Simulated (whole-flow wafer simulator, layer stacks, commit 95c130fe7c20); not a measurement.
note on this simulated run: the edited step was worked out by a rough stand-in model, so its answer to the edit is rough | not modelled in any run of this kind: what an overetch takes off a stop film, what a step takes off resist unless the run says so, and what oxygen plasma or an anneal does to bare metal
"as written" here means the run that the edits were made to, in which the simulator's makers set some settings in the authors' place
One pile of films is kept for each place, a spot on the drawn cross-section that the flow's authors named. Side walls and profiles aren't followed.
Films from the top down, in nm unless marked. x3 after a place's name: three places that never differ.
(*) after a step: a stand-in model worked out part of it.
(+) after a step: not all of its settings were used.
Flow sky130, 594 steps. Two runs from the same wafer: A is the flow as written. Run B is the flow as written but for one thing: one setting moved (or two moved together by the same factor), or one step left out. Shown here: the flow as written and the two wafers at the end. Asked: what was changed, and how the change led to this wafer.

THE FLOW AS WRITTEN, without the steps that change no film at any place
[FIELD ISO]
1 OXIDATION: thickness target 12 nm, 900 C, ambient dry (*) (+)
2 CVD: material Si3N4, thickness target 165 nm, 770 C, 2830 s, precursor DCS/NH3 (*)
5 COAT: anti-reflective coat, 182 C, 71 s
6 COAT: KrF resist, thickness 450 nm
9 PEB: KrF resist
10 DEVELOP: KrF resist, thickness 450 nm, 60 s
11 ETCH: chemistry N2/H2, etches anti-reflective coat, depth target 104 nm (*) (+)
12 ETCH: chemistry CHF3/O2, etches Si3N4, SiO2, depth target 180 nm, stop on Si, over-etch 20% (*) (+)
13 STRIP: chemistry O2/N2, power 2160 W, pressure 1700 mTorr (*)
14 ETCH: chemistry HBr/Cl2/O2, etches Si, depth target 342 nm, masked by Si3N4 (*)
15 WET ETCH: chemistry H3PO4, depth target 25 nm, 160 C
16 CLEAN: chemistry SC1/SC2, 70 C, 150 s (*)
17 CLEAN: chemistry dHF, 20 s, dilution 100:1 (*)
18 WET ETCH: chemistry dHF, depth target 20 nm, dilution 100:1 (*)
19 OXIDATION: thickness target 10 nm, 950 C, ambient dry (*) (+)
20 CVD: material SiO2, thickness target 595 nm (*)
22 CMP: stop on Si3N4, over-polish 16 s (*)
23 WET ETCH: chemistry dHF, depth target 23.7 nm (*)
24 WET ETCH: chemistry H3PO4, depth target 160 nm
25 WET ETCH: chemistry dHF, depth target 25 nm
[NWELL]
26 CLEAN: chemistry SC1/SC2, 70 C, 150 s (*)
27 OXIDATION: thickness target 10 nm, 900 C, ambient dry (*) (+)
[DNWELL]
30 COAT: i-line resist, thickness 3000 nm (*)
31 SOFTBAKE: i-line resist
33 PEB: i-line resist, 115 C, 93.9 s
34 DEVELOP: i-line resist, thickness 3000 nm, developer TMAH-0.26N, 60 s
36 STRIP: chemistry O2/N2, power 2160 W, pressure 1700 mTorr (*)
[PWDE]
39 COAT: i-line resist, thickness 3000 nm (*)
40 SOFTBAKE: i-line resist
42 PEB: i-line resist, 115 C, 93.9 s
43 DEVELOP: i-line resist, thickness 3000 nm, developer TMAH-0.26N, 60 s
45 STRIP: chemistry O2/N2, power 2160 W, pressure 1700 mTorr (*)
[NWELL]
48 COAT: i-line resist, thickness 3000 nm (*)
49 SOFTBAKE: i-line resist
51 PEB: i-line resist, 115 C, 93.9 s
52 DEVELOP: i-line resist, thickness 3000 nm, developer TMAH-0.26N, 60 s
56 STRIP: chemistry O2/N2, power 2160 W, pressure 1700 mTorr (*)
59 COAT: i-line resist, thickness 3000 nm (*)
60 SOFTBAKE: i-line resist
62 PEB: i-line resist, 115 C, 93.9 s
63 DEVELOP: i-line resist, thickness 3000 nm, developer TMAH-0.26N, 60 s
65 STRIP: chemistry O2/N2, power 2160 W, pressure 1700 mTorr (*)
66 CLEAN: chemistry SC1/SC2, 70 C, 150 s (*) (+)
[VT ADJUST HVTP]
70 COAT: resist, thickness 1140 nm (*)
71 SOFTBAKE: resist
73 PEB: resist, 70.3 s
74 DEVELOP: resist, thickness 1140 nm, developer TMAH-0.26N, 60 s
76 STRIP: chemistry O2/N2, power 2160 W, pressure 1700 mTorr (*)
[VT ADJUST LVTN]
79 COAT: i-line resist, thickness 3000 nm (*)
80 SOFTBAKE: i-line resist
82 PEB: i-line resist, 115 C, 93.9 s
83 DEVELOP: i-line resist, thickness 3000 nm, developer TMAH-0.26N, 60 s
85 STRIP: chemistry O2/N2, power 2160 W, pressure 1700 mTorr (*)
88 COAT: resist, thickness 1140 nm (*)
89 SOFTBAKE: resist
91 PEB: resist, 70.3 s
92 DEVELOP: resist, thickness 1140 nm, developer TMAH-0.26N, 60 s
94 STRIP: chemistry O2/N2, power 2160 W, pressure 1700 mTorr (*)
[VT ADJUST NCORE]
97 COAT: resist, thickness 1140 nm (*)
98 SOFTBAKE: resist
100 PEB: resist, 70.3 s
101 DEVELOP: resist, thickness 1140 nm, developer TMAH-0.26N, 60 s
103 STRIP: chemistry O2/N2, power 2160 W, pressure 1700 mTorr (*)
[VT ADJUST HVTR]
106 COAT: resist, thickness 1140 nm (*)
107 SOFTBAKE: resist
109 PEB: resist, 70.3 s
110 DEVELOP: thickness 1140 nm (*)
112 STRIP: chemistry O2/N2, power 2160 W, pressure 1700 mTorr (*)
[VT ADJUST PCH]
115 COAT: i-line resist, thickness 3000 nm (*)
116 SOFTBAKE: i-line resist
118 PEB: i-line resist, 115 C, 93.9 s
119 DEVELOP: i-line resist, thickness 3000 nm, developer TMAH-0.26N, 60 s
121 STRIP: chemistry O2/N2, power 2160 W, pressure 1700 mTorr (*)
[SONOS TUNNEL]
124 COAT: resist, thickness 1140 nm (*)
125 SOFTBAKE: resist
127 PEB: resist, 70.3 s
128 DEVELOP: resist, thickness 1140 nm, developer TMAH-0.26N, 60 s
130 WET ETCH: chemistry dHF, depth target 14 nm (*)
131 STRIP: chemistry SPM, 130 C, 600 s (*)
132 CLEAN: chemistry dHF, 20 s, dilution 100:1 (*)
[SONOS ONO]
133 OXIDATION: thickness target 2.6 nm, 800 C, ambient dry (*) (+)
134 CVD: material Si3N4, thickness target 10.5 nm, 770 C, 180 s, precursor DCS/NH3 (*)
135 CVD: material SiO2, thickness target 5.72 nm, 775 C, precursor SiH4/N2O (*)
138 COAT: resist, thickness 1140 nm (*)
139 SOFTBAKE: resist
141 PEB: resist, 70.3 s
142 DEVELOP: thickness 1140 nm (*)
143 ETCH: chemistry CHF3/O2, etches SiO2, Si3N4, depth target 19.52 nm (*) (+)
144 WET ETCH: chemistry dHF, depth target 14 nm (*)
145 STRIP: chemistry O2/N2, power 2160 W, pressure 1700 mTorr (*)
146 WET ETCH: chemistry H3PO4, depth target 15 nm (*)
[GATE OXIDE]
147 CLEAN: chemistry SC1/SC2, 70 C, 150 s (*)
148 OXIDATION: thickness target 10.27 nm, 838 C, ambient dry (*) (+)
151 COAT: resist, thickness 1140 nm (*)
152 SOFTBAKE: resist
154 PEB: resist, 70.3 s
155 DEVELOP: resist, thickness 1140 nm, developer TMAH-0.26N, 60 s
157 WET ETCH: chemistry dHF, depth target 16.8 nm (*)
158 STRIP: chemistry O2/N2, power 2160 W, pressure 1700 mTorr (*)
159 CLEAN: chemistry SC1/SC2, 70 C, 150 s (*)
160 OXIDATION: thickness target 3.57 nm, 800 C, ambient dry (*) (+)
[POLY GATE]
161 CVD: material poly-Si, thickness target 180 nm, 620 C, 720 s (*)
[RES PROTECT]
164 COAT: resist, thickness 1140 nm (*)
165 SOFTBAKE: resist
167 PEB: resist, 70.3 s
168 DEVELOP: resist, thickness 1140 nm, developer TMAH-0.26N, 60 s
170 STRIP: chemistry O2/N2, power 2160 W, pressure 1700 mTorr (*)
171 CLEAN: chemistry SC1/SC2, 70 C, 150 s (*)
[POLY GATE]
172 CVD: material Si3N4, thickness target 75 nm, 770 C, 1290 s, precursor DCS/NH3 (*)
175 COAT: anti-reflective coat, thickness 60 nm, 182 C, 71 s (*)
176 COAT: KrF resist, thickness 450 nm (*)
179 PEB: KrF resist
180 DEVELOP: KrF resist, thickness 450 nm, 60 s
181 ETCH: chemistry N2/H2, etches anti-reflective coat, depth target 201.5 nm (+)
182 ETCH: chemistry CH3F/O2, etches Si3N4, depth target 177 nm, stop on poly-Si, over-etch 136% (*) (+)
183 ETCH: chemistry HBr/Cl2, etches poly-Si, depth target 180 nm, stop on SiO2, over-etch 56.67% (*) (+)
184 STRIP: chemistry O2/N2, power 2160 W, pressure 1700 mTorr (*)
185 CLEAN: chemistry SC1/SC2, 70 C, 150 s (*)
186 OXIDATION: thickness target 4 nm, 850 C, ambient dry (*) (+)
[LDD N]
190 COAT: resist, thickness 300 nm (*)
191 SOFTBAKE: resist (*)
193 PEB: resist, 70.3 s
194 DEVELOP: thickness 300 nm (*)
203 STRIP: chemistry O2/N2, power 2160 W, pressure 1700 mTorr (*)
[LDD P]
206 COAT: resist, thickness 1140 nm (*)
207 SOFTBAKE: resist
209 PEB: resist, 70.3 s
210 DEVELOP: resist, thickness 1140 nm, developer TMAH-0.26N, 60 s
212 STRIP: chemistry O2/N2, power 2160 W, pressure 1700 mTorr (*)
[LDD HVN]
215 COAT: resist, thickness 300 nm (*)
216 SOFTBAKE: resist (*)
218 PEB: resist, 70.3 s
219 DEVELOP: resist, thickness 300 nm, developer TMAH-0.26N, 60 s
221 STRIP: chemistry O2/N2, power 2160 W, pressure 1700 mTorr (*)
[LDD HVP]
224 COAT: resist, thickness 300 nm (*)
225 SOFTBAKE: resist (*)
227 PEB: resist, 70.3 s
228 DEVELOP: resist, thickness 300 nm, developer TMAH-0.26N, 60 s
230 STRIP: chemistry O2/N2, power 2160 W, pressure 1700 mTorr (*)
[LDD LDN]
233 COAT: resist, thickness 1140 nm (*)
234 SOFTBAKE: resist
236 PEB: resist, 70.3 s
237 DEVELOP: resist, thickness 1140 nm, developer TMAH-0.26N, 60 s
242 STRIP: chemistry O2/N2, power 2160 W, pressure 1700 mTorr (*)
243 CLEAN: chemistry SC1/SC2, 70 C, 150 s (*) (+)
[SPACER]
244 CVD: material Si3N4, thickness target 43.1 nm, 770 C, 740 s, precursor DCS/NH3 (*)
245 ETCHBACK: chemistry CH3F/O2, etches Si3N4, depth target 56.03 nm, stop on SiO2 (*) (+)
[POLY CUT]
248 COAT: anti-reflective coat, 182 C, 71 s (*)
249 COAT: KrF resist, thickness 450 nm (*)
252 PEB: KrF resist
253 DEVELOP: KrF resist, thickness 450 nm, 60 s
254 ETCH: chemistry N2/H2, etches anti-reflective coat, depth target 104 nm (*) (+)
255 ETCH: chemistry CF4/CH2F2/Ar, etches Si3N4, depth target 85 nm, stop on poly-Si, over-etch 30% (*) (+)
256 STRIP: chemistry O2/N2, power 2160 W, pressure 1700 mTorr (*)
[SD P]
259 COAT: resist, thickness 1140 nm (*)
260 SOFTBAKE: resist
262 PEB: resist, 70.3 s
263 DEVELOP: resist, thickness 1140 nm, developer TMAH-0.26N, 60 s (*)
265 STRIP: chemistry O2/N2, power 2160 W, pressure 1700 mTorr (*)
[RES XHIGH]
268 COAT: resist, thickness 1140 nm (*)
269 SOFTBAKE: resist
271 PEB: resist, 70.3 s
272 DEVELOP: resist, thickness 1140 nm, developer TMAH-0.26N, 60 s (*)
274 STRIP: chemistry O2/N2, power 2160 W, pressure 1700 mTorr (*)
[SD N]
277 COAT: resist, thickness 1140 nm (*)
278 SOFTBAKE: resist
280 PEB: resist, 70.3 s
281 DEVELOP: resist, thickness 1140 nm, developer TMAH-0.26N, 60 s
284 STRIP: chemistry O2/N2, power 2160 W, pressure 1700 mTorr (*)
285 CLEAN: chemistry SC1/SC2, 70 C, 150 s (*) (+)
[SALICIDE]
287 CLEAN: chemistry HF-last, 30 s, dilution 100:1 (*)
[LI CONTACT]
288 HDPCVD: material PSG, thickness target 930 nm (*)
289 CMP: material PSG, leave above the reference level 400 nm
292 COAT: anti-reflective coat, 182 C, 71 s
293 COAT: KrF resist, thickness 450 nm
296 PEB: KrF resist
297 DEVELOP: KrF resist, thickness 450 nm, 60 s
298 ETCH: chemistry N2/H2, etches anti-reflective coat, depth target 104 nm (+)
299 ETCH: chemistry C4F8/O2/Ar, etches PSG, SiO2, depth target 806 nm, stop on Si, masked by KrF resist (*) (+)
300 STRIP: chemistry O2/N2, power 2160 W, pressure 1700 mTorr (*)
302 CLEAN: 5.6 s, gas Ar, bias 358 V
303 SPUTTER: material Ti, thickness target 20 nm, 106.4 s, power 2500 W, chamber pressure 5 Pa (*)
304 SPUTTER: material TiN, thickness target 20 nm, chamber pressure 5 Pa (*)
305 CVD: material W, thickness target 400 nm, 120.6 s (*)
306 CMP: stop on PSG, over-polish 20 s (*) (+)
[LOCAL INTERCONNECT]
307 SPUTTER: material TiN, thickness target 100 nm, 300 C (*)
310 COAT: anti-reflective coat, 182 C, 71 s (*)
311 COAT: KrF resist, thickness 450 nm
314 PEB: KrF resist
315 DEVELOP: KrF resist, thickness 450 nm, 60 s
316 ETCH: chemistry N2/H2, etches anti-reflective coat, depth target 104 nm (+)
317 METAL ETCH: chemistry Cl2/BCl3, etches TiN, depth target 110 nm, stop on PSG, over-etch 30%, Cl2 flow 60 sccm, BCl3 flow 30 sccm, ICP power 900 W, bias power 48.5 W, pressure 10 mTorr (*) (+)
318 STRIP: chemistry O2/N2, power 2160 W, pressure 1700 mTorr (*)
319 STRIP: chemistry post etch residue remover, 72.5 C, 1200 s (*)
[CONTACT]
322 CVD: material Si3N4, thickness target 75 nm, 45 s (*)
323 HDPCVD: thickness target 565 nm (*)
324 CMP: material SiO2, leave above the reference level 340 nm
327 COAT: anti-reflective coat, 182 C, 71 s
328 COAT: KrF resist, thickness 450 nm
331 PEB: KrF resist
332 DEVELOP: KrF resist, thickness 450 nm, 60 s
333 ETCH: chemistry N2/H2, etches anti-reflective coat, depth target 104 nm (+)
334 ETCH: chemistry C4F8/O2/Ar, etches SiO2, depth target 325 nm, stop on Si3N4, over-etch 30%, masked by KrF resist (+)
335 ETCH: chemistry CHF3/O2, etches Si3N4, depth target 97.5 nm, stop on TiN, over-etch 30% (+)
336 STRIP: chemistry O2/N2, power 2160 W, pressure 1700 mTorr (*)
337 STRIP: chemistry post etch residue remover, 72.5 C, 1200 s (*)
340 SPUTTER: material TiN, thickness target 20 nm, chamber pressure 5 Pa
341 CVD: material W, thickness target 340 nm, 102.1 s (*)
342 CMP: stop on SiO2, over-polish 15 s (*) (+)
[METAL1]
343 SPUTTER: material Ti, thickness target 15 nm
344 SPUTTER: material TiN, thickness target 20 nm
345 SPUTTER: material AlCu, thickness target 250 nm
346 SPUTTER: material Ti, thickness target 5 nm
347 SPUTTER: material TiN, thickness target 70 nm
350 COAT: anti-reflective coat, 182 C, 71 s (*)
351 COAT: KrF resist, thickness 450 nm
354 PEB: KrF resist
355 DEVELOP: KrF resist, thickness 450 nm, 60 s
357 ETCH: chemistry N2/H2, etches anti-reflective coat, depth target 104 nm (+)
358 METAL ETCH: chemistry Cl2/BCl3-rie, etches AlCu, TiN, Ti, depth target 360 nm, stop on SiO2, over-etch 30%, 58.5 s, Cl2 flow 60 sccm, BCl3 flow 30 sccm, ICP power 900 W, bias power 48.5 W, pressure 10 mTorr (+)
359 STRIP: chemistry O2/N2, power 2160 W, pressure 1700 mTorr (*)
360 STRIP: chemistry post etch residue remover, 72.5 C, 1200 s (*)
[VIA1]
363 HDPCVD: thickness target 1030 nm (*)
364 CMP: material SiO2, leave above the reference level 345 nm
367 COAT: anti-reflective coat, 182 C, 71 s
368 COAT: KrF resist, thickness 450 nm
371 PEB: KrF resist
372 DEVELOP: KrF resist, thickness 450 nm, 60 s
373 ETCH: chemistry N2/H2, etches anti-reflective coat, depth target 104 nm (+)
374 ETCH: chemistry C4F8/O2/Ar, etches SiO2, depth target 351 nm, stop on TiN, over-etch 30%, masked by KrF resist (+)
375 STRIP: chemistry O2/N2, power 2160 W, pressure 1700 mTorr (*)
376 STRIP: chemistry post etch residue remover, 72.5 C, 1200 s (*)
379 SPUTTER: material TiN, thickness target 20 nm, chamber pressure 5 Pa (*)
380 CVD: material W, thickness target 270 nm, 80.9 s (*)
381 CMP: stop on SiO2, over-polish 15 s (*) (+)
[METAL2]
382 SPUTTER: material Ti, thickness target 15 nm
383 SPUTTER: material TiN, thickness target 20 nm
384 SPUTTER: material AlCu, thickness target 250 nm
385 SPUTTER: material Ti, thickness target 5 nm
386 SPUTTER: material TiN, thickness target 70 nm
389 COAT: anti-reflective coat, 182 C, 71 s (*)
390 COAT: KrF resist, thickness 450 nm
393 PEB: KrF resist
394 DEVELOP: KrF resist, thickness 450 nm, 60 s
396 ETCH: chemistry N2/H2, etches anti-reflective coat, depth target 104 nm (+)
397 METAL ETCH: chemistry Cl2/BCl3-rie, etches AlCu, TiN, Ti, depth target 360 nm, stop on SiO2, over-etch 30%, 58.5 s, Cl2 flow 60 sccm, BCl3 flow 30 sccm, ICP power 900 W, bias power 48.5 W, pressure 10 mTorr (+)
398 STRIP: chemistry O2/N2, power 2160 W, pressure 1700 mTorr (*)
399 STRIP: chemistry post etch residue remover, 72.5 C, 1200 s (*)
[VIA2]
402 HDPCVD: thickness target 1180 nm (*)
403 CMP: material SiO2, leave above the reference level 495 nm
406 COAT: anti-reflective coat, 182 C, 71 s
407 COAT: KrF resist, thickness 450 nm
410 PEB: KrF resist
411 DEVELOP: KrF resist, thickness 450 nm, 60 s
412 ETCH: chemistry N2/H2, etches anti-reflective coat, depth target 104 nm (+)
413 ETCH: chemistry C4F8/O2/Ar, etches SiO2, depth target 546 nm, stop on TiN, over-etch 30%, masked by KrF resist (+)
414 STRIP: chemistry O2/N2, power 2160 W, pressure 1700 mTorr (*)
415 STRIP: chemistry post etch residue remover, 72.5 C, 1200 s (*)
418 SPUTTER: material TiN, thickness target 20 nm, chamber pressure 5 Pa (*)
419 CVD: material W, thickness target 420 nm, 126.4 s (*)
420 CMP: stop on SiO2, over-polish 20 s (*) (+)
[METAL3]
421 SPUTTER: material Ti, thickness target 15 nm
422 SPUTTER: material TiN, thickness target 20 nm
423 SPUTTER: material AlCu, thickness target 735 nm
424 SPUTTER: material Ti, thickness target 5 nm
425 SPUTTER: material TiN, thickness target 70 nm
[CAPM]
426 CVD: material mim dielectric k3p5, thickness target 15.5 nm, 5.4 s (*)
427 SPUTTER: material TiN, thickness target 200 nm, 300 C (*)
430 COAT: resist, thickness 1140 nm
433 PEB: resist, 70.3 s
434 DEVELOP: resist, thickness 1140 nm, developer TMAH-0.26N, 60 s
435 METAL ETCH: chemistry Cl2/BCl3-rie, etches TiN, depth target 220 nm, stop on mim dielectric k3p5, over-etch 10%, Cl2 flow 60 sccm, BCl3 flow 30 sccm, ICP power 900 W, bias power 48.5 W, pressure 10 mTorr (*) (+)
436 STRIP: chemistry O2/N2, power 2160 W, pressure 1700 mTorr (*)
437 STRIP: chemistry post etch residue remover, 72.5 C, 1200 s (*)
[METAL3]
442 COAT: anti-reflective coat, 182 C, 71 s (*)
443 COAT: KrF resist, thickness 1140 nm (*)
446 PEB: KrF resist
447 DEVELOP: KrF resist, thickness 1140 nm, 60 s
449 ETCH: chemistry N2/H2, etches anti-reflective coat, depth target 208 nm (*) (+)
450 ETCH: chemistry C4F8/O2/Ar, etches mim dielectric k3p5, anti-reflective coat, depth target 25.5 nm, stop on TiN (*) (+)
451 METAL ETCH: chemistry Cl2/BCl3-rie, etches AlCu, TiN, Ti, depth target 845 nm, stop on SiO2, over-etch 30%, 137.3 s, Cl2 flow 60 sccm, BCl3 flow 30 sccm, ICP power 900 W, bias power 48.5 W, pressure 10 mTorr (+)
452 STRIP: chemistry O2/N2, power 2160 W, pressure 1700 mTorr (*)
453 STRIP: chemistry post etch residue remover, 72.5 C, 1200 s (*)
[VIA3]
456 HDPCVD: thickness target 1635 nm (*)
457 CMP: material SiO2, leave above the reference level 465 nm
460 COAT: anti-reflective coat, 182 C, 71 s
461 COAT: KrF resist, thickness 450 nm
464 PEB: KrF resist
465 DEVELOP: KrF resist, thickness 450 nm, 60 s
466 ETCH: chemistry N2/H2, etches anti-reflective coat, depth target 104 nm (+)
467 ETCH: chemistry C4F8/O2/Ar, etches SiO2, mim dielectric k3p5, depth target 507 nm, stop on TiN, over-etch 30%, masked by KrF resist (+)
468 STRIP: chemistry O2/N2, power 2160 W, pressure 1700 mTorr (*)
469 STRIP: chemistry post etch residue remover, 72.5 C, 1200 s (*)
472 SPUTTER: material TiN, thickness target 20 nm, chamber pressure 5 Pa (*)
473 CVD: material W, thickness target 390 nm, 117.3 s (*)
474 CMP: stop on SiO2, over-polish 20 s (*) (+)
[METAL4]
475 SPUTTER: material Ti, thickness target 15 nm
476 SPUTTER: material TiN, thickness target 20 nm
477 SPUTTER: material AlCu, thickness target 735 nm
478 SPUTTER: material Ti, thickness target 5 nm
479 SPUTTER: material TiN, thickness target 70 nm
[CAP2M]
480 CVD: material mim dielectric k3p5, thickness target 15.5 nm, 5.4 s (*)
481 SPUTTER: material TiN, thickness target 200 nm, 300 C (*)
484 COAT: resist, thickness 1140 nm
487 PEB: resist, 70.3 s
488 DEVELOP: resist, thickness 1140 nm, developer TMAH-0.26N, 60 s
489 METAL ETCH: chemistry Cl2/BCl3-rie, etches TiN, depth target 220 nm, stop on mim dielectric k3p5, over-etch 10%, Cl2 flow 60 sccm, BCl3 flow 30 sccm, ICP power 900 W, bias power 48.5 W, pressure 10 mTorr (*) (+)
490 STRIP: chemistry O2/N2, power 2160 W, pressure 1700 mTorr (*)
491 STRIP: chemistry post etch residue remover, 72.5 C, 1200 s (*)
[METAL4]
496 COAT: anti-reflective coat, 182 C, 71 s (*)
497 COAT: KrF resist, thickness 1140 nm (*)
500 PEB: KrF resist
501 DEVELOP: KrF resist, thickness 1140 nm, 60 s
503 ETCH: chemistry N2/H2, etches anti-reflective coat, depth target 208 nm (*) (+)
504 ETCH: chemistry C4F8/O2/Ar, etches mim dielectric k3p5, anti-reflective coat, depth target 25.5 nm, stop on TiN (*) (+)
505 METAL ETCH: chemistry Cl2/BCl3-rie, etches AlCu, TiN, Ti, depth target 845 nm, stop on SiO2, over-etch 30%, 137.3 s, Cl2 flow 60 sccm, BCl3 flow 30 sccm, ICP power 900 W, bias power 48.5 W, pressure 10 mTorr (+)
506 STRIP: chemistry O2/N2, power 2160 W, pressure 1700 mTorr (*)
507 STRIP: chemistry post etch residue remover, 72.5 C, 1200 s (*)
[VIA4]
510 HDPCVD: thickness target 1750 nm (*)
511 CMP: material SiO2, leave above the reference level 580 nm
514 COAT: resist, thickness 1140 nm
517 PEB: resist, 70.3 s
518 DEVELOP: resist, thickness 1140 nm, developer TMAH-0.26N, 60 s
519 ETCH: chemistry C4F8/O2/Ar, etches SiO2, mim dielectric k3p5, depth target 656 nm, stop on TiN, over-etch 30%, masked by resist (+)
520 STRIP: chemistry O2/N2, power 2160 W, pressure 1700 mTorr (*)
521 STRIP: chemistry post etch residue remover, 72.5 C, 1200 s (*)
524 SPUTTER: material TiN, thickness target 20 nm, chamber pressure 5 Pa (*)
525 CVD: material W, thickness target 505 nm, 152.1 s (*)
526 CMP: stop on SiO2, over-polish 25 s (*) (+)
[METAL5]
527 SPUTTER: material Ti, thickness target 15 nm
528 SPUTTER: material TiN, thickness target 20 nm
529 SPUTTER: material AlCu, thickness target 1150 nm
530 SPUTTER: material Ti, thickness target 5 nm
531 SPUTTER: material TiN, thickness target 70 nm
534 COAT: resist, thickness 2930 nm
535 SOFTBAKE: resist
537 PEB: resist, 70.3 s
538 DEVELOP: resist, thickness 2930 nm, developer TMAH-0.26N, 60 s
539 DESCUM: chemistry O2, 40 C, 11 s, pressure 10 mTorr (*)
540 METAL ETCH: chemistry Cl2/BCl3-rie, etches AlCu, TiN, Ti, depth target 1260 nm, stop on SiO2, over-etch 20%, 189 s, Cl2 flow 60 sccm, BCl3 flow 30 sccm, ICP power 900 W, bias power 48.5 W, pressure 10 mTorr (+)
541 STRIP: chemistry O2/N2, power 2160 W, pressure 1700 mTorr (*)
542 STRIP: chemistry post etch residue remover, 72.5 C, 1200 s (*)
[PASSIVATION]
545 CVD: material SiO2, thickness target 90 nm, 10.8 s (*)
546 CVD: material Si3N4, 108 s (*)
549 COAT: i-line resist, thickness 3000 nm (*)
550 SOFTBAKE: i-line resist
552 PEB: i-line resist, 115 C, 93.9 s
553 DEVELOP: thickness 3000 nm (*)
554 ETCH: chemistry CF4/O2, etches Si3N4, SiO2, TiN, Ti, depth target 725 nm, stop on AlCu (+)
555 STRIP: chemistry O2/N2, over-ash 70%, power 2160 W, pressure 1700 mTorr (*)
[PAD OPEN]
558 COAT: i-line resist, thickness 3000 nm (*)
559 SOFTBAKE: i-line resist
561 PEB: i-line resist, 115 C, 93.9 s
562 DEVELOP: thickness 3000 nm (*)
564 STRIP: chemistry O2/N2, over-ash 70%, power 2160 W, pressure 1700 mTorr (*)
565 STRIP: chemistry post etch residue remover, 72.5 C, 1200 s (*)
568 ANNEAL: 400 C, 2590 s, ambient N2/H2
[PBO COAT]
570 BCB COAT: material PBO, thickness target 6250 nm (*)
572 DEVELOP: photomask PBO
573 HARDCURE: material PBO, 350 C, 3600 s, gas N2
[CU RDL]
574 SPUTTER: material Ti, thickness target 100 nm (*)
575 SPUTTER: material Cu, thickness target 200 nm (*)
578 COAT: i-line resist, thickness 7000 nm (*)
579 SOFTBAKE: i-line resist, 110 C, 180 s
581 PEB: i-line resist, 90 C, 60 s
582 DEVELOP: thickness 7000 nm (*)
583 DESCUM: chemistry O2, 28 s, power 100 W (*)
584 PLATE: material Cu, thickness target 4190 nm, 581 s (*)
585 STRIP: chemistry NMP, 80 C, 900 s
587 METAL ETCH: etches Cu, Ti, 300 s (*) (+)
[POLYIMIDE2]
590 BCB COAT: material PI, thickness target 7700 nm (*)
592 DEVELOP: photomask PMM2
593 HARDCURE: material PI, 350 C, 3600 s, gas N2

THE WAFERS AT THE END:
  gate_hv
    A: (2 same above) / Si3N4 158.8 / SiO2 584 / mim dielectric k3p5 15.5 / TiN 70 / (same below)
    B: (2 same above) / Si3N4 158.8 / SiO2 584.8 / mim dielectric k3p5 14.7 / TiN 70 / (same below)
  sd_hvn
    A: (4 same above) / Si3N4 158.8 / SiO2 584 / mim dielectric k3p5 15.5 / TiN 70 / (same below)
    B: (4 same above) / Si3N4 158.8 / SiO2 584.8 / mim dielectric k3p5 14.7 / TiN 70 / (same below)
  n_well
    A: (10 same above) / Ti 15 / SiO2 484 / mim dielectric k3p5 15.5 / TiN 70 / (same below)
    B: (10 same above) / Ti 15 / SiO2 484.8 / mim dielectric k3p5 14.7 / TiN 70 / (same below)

The cause: step 480, CVD: thickness target 14.7 nm was run, where the flow has thickness target 15.5 nm; step 480, CVD: 5.13 s was run, where the flow has 5.4 s.
It can be read off the wafer: gate_hv has mim dielectric k3p5 14.7, and step 480 as written asks for 15.5 nm.

How the change led to this, step by step:
  480 CVD: material mim dielectric k3p5, thickness target 15.5 nm, 5.4 s (*)
      field, active, n_well and 189 more: A mim dielectric k3p5 +15.5 (new film) | B mim dielectric k3p5 +14.7 (new film)
  504 ETCH: chemistry C4F8/O2/Ar, etches mim dielectric k3p5, anti-reflective coat, depth target 25.5 nm, stop on TiN (*) (+)
      n_well, p_well, gate_hv and 102 more: A KrF resist -15.5 | B KrF resist -14.7
      field, active, gate and 85 more: A mim dielectric k3p5 -15.5 (all of it) | B mim dielectric k3p5 -14.7 (all of it)
  519 ETCH: chemistry C4F8/O2/Ar, etches SiO2, mim dielectric k3p5, depth target 656 nm, stop on TiN, over-etch 30%, masked by resist (+)
      m1: A SiO2 -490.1 (all of it), mim dielectric k3p5 -15.5 (all of it) | B SiO2 -490.9 (all of it), mim dielectric k3p5 -14.7 (all of it)
      via4_hole: A SiO2 -489.5 (all of it), mim dielectric k3p5 -15.5 (all of it) | B SiO2 -490.3 (all of it), mim dielectric k3p5 -14.7 (all of it)
